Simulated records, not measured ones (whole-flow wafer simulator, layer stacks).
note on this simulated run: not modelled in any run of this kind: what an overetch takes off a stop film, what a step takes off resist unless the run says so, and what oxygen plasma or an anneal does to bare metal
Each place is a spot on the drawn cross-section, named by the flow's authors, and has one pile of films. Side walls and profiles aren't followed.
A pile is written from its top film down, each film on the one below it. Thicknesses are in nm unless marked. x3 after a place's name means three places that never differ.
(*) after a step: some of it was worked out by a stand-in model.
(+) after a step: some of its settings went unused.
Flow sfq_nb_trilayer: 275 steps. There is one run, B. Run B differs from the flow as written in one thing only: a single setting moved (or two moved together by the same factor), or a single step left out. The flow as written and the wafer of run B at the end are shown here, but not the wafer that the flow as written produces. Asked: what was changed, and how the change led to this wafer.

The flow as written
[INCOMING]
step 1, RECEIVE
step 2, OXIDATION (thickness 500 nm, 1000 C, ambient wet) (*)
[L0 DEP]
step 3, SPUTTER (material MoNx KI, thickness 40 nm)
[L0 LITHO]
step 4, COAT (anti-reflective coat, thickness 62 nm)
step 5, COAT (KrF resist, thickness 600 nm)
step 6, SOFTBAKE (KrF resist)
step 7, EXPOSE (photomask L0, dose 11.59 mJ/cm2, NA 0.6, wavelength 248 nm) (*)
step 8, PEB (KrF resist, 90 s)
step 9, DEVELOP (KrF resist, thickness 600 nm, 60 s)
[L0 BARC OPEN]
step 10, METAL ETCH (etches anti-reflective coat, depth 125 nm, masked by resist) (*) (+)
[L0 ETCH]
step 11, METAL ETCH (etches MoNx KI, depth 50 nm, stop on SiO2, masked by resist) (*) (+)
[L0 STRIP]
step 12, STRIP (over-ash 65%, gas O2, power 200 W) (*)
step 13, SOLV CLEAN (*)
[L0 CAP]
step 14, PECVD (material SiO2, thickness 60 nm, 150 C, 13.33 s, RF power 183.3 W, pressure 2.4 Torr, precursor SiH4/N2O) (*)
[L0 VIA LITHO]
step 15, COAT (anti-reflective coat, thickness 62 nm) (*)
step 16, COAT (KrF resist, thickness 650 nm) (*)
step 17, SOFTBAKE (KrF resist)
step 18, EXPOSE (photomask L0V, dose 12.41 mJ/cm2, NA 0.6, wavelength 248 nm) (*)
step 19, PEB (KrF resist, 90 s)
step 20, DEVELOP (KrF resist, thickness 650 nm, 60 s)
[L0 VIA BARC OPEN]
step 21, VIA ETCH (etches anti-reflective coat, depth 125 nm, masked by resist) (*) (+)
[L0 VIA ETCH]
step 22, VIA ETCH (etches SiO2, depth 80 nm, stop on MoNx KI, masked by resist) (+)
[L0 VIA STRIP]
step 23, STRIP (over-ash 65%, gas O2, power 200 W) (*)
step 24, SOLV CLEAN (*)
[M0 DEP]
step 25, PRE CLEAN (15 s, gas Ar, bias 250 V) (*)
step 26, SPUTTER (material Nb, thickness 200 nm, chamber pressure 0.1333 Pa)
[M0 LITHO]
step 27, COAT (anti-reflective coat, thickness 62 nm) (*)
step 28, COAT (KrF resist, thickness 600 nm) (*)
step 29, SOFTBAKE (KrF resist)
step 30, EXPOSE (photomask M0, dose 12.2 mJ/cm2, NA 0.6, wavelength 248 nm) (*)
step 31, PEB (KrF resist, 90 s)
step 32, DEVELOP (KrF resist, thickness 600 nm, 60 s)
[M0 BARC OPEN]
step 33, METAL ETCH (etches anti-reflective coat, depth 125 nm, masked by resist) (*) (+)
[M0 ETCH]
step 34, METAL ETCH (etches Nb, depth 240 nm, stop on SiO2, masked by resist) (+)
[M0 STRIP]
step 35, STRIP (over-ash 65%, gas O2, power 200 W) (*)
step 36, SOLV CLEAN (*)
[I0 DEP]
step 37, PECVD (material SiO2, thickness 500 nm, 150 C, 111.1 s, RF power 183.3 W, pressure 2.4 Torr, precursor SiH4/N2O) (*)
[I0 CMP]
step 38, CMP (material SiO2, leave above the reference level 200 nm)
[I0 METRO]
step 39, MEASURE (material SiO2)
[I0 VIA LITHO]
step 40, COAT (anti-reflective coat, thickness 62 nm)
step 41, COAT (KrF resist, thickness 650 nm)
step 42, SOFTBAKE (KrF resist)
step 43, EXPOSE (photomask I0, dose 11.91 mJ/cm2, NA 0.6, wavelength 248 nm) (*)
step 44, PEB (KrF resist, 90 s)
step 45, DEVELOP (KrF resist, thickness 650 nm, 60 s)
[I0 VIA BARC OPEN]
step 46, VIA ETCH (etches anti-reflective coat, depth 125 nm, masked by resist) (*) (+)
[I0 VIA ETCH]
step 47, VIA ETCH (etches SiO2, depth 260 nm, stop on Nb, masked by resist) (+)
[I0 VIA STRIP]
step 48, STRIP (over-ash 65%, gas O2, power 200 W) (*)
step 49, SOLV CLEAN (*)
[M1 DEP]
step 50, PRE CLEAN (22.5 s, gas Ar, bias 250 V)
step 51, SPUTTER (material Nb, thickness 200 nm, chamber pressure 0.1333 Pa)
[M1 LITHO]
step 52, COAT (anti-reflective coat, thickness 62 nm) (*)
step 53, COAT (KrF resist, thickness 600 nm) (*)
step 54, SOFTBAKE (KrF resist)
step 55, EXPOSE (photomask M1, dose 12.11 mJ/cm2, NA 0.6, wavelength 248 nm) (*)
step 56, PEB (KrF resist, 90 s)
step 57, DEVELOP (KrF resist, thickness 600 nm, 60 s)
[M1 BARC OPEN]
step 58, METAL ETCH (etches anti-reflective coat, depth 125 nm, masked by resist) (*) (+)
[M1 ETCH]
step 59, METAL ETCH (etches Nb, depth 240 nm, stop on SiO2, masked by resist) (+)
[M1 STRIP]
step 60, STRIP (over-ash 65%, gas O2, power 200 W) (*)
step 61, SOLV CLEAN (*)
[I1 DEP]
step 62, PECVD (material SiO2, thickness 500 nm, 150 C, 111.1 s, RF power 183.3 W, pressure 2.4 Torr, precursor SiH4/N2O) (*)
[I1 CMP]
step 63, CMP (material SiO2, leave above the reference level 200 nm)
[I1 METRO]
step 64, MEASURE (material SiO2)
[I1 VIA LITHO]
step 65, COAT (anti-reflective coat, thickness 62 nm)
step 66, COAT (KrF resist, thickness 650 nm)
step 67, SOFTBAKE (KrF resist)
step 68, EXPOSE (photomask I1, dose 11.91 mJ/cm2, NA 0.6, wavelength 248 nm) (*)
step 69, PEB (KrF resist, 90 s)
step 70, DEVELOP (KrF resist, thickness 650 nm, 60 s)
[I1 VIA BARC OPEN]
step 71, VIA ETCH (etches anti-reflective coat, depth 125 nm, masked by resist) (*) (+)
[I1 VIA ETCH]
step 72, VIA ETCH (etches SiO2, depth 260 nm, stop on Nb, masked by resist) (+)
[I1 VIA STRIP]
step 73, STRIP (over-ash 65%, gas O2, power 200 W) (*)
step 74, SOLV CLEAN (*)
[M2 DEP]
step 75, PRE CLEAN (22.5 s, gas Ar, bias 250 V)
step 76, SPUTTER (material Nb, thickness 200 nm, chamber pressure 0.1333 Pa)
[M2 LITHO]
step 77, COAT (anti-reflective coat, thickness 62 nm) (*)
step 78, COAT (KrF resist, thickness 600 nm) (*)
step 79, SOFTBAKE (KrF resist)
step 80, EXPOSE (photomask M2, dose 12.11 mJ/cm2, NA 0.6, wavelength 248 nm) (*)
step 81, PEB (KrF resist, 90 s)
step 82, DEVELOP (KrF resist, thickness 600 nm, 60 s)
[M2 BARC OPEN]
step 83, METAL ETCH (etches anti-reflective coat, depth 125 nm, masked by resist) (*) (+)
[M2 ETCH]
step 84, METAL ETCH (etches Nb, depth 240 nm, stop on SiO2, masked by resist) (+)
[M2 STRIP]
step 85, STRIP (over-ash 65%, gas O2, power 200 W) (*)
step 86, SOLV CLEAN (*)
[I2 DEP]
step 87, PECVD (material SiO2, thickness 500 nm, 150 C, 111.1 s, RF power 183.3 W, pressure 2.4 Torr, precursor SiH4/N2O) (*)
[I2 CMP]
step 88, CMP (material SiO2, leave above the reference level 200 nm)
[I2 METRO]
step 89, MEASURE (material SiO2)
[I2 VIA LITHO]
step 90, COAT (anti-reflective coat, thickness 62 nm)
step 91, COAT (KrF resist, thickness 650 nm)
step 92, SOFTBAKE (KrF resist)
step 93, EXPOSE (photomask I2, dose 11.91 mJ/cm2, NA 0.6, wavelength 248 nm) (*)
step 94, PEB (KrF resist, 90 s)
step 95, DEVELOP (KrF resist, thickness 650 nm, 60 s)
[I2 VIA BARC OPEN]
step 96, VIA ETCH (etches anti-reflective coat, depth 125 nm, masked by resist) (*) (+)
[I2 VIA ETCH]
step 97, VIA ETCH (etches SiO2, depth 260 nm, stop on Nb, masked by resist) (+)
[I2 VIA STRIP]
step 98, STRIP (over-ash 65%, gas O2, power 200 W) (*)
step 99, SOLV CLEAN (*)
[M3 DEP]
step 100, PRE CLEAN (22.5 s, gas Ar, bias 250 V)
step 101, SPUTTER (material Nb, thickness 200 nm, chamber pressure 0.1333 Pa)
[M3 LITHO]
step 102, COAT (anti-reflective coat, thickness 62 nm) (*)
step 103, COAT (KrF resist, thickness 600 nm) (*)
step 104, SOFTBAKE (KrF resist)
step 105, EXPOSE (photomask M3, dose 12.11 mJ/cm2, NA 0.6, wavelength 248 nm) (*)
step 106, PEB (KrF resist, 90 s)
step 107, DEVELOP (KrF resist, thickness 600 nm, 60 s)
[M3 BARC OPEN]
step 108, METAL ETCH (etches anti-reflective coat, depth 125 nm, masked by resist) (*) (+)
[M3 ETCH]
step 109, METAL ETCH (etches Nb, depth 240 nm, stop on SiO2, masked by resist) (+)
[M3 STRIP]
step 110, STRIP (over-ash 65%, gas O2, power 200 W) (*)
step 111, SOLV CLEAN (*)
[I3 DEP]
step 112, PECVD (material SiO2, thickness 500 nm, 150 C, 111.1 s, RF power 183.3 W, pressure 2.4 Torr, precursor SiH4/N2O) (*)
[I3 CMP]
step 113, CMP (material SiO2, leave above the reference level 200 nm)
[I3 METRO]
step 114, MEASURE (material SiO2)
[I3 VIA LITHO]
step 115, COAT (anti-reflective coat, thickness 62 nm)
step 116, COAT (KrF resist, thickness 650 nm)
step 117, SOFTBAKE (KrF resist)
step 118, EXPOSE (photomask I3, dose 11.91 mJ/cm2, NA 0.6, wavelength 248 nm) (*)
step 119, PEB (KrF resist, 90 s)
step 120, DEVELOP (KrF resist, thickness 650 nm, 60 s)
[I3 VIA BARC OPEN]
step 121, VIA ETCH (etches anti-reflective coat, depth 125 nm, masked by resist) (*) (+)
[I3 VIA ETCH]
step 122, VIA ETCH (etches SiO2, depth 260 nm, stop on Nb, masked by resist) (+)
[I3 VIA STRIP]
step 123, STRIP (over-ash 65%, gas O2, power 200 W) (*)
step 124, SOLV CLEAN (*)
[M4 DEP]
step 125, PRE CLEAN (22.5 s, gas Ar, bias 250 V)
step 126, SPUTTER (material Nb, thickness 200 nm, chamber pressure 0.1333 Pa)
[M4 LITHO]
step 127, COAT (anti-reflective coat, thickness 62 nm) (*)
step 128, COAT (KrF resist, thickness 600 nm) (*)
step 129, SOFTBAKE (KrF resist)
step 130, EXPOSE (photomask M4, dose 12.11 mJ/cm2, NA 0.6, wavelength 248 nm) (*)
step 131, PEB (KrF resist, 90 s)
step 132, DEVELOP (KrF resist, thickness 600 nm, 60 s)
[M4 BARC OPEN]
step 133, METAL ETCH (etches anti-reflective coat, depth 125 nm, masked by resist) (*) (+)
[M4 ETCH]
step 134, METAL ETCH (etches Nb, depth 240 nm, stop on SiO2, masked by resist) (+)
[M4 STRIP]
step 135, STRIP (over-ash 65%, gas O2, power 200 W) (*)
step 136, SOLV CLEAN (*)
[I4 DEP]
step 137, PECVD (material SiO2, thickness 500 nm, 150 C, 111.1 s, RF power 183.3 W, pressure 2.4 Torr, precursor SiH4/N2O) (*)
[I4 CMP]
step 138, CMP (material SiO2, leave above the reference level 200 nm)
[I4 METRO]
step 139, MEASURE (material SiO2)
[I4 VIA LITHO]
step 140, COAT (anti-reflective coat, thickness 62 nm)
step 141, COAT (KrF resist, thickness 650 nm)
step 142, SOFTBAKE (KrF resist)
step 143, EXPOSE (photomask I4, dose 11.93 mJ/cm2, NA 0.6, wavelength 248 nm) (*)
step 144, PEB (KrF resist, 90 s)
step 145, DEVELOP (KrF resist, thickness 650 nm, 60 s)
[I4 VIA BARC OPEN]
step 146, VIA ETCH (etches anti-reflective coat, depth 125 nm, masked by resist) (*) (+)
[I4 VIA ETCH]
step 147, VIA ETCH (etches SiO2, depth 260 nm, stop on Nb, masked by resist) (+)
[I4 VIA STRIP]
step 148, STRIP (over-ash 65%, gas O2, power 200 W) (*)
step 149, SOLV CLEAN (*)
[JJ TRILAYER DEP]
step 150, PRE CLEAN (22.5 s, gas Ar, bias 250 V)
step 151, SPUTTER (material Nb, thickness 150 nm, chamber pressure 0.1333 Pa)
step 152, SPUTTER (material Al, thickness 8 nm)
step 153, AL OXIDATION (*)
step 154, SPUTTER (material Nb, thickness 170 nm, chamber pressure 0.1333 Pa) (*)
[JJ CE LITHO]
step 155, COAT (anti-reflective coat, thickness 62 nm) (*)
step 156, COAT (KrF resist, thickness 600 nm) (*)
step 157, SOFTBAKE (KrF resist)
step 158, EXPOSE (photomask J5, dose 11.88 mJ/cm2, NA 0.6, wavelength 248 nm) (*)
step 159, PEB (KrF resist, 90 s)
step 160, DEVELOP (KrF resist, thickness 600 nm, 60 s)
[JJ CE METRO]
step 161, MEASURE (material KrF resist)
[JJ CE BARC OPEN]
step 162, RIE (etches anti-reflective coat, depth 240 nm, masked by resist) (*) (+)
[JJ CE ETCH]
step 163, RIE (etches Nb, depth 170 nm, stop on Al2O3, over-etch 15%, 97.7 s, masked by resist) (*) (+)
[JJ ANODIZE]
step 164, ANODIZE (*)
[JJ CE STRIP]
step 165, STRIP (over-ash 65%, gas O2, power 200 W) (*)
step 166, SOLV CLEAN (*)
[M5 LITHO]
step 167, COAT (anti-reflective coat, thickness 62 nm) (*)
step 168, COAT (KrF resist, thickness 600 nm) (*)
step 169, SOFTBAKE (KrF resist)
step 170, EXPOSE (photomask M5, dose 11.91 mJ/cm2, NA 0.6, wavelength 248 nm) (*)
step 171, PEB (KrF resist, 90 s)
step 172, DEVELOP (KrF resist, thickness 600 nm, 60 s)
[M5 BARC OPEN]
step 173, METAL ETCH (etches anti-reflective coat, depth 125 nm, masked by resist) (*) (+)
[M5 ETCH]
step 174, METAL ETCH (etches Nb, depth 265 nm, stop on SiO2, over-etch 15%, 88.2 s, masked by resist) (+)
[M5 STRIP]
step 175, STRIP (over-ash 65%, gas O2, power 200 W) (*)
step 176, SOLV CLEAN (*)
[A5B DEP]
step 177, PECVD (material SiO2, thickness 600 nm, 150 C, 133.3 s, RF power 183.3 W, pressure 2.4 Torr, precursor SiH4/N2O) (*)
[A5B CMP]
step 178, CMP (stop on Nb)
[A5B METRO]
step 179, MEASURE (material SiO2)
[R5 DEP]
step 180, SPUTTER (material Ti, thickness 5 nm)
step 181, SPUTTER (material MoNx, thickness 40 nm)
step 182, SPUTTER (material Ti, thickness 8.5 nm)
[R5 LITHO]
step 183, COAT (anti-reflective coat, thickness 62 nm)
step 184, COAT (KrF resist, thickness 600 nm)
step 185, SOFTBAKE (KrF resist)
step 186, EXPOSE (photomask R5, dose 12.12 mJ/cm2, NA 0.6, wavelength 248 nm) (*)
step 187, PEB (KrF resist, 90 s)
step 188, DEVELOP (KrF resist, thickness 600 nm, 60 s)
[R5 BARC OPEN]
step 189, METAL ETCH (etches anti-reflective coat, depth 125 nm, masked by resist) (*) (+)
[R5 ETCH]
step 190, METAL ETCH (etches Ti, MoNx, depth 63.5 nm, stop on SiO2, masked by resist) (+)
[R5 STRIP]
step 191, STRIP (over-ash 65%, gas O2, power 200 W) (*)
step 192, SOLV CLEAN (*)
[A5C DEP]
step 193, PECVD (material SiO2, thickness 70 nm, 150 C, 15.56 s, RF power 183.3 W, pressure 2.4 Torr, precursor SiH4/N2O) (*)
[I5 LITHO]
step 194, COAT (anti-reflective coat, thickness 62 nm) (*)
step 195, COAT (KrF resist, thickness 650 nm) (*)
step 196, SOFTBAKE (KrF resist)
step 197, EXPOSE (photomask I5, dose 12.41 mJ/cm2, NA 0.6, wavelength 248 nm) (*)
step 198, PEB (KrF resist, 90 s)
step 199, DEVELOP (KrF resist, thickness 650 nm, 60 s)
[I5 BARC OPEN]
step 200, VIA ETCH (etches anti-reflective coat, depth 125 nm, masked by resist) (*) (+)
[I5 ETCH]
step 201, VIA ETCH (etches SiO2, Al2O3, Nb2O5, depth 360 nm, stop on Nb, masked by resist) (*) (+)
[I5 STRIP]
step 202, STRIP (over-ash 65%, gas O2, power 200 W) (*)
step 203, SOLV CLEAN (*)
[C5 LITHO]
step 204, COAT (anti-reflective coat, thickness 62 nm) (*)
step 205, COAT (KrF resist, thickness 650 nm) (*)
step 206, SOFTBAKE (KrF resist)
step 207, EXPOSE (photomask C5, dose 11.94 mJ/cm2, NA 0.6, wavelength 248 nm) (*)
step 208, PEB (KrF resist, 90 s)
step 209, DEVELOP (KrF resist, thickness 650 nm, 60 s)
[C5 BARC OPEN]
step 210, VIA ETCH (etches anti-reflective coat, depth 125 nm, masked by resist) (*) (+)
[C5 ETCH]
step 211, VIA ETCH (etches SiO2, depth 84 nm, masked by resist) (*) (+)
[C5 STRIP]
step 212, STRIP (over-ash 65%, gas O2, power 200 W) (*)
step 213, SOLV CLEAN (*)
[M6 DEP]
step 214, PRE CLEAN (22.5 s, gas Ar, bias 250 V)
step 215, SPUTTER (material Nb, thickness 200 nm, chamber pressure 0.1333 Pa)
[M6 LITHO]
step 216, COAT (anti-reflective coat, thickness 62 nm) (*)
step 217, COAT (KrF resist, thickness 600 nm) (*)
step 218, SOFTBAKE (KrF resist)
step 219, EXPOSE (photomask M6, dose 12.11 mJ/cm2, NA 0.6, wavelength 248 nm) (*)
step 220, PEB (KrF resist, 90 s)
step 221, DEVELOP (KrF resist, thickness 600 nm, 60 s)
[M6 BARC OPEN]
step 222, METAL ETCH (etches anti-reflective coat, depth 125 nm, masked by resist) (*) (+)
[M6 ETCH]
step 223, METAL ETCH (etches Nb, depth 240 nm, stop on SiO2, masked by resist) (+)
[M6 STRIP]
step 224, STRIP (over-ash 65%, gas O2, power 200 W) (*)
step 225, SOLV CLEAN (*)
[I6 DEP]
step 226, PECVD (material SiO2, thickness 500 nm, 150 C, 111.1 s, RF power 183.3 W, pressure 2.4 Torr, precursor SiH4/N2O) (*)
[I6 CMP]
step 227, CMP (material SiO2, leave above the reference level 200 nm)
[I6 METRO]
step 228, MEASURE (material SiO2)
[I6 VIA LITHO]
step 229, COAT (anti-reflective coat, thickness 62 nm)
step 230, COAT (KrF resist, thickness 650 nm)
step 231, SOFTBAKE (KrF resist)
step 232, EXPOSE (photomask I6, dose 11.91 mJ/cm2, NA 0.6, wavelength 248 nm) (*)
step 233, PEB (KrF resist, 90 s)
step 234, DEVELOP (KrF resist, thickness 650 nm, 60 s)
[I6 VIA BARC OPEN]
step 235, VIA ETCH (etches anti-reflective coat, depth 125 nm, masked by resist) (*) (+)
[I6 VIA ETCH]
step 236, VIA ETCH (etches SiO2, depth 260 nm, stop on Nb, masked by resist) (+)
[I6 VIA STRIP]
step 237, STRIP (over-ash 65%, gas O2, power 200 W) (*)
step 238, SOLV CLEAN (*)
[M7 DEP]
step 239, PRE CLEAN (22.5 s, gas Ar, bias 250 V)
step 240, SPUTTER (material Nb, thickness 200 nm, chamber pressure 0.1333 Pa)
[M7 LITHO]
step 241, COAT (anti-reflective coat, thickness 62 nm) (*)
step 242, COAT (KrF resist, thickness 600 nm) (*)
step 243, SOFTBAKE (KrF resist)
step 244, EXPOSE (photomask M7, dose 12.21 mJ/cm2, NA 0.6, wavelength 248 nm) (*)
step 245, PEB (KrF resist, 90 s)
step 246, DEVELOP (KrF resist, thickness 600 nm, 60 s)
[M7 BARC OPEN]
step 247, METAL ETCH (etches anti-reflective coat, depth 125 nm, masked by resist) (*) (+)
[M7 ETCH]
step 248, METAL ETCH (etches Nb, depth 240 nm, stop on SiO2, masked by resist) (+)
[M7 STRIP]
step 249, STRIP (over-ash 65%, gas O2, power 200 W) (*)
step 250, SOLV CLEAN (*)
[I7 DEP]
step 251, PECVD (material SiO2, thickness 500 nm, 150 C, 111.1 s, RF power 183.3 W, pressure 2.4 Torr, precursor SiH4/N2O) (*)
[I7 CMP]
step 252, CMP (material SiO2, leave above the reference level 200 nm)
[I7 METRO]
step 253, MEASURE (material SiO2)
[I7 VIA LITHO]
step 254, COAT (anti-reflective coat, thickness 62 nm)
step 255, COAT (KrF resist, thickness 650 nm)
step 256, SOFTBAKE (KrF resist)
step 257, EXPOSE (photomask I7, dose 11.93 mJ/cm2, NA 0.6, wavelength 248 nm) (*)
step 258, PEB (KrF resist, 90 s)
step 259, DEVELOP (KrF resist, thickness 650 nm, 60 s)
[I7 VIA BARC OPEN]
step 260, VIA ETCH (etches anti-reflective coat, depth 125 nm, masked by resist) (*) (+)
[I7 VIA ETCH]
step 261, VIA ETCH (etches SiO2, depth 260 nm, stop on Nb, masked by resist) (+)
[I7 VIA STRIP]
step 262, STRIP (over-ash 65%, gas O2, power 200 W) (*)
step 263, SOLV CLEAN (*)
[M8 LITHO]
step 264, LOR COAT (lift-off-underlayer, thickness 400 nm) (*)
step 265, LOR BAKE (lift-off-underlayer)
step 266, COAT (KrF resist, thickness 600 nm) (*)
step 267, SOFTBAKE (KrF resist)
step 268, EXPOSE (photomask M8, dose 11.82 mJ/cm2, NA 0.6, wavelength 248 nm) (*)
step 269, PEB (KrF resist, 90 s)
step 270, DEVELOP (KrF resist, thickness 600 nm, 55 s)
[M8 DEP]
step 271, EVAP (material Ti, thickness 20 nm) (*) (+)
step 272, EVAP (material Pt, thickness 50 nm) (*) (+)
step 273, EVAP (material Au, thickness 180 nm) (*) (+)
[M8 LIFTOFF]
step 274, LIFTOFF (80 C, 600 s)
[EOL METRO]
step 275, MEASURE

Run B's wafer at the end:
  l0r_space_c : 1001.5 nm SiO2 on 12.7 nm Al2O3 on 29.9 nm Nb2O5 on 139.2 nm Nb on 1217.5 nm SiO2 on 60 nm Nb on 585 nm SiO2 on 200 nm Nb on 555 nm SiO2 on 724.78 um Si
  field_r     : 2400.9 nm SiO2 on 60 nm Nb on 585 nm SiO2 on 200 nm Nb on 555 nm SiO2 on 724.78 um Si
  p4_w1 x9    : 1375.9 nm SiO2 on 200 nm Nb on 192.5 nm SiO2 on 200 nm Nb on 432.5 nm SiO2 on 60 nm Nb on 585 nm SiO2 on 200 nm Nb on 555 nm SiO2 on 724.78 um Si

Cause: step 76, SPUTTER: thickness 300 nm was run, whereas the flow has thickness 200 nm.

Step by step, how the change led to this:
  step 76, SPUTTER (material Nb, thickness 200 nm, chamber pressure 0.1333 Pa)
      field_l, v_sur, via_wl and 102 more: Nb gains 300 (new film) (it would be, as written: Nb gains 200 (new film))
      via_v: Nb gains 263.3 (it would be, as written: Nb gains 174.5)
  step 84, METAL ETCH (etches Nb, depth 240 nm, stop on SiO2, masked by resist) (+)
      field_l, be, be_sur and 81 more: Nb loses 240 (it would be, as written: Nb loses 200 (all of it))
  step 87, PECVD (material SiO2, thickness 500 nm, 150 C, 111.1 s, RF power 183.3 W, pressure 2.4 Torr, precursor SiH4/N2O) (*)
      field_l, be, be_sur and 81 more: SiO2 gains 500 (new film) (it would be, as written: SiO2 gains 500)
      via_v: SiO2 gains 592.7 (new film) (it would be, as written: SiO2 gains 606 (new film))
  step 88, CMP (material SiO2, leave above the reference level 200 nm)
      field_l, be, be_sur and 81 more: SiO2 loses 60 (it would be, as written: SiO2 loses 100)
      via_v: SiO2 loses 157.1 (it would be, as written: SiO2 loses 181.6)
With metal films that touch counted as one body, l0r_space_c has 3 bodies (between them, from the top down: SiO2 1217.5; SiO2 585); the flow as written gives 2 bodies (between them, from the top down: SiO2 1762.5).
With metal films that touch counted as one body, field_r has 2 bodies (between them, from the top down: SiO2 585); the flow as written gives 1 body.
With metal films that touch counted as one body, p4_w1 x9 has 4 bodies (between them, from the top down: SiO2 192.5; SiO2 432.5; SiO2 585); the flow as written gives 3 bodies (between them, from the top down: SiO2 192.5; SiO2 977.5).
